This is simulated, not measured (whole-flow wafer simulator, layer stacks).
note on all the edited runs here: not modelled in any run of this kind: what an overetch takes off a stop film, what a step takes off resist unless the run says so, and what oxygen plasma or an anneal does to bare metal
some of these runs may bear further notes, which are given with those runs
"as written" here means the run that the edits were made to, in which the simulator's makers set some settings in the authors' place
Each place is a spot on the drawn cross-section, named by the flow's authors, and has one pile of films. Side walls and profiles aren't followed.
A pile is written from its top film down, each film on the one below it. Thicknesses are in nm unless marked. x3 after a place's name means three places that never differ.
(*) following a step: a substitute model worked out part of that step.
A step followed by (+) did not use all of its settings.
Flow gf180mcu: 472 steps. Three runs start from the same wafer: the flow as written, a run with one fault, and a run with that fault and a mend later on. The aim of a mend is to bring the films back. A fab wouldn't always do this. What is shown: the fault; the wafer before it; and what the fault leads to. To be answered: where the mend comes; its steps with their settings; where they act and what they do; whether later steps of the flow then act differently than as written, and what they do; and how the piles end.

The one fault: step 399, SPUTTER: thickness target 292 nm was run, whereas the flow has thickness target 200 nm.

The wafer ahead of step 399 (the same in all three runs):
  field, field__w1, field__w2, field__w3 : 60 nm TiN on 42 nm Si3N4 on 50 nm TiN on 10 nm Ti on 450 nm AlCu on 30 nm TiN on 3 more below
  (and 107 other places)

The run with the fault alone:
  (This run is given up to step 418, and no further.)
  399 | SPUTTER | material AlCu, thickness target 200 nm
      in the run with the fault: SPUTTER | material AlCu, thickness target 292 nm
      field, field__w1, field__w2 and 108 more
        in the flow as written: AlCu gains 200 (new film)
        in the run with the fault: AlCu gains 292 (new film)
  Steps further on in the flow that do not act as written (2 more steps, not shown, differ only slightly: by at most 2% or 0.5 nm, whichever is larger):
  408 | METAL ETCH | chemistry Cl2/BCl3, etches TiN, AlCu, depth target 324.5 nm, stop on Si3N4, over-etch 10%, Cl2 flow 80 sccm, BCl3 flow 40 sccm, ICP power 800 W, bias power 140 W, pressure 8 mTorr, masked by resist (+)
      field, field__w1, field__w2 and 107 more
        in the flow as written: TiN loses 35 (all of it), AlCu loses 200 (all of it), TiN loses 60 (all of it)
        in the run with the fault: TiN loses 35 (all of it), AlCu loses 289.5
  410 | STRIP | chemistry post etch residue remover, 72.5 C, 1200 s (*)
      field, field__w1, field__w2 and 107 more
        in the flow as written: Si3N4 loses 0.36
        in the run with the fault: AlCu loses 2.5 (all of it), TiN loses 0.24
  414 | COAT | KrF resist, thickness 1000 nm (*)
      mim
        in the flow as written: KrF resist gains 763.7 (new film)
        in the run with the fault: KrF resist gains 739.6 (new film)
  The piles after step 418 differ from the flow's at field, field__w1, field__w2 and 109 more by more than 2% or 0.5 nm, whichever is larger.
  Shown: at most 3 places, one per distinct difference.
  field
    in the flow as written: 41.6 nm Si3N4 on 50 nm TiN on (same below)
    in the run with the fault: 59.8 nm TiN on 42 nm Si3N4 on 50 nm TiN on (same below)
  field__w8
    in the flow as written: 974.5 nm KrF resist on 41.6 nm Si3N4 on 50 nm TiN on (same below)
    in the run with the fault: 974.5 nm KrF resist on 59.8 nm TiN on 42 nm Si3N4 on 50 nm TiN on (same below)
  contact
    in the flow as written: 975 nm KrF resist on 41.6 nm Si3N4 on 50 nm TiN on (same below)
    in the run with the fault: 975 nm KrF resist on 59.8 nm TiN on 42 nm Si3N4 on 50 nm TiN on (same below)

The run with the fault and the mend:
  The mend stands after step 399.
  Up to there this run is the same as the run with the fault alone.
  399a | METAL ETCH | chemistry Cl2/BCl3, etches TiN, AlCu, Ti, depth target 92 nm, Cl2 flow 80 sccm, BCl3 flow 40 sccm, ICP power 800 W, bias power 140 W, pressure 8 mTorr (the flow's step 260 again, with other settings)
      field, field__w1, field__w2 and 108 more
        AlCu loses 92
  Every later step of the flow that is run acts as written at every place that is followed.
  The piles end the same as the flow's at every place that both follow.
